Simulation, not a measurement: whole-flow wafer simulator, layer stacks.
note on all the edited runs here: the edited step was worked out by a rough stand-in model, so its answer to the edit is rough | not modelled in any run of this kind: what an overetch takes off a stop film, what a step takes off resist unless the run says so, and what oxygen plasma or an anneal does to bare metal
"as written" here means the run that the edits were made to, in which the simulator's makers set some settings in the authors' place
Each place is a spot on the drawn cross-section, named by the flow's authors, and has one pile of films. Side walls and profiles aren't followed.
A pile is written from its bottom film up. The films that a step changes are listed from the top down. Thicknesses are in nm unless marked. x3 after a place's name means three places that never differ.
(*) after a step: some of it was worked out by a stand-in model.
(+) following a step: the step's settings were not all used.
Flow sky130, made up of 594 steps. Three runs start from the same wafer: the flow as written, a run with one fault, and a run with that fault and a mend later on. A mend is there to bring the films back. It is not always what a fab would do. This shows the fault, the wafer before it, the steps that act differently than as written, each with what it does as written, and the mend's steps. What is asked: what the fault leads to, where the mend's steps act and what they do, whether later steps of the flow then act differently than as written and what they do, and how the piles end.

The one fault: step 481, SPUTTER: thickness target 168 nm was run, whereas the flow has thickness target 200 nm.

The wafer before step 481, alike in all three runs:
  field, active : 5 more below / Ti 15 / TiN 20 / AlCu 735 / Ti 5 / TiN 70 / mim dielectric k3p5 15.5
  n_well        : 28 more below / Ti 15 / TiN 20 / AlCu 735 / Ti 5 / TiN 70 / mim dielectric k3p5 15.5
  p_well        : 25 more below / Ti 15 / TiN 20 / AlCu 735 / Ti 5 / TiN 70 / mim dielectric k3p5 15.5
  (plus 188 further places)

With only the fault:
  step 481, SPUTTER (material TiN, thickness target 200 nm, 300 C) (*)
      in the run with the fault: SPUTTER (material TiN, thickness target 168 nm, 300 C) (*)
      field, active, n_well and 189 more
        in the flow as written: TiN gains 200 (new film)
        in the run with the fault: TiN gains 168 (new film)
  Steps later in the flow that act otherwise than as written (not shown: 3 more steps that differ only slightly, by at most 2% or 0.5 nm, whichever is larger):
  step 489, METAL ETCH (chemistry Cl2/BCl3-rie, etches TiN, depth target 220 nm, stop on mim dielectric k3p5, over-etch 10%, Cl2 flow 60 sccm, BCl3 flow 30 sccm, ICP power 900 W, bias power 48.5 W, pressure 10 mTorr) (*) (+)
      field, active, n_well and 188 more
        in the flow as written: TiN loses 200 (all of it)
        in the run with the fault: TiN loses 168 (all of it)
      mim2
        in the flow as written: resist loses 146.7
        in the run with the fault: resist loses 123.2
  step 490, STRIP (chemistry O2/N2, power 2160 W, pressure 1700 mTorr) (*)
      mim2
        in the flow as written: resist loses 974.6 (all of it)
        in the run with the fault: resist loses 998.1 (all of it)
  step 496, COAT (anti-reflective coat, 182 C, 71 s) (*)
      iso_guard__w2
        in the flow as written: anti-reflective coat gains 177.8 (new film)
        in the run with the fault: anti-reflective coat gains 156.8 (new film)
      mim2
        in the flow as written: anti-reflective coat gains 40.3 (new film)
        in the run with the fault: anti-reflective coat gains 33.4 (new film)
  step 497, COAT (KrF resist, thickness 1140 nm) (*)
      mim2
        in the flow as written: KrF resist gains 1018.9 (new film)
        in the run with the fault: KrF resist gains 1049.3 (new film)
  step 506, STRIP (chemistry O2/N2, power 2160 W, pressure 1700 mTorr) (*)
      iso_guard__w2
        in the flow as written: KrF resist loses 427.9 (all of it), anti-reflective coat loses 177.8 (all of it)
        in the run with the fault: KrF resist loses 442 (all of it), anti-reflective coat loses 156.8 (all of it)
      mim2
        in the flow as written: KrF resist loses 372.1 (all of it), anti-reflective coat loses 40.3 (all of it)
        in the run with the fault: KrF resist loses 402.4 (all of it), anti-reflective coat loses 33.4 (all of it)
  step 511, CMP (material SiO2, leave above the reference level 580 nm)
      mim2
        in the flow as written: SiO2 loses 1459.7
        in the run with the fault: SiO2 loses 1427.7
  By the end, the piles at mim2 depart from the flow's by more than 2% or 0.5 nm, whichever is larger.
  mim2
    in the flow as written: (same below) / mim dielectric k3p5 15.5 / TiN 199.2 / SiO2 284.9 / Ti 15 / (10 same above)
    in the run with the fault: (same below) / mim dielectric k3p5 15.5 / TiN 167.2 / SiO2 316.9 / Ti 15 / (10 same above)

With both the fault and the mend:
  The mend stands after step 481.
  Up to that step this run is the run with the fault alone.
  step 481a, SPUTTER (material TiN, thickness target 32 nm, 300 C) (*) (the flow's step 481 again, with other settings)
      field, active, n_well and 189 more
        TiN gains 32
  Later steps of the flow that are run all act as written at every place that is followed.
  At every place that both follow, the piles at the end match the flow's.
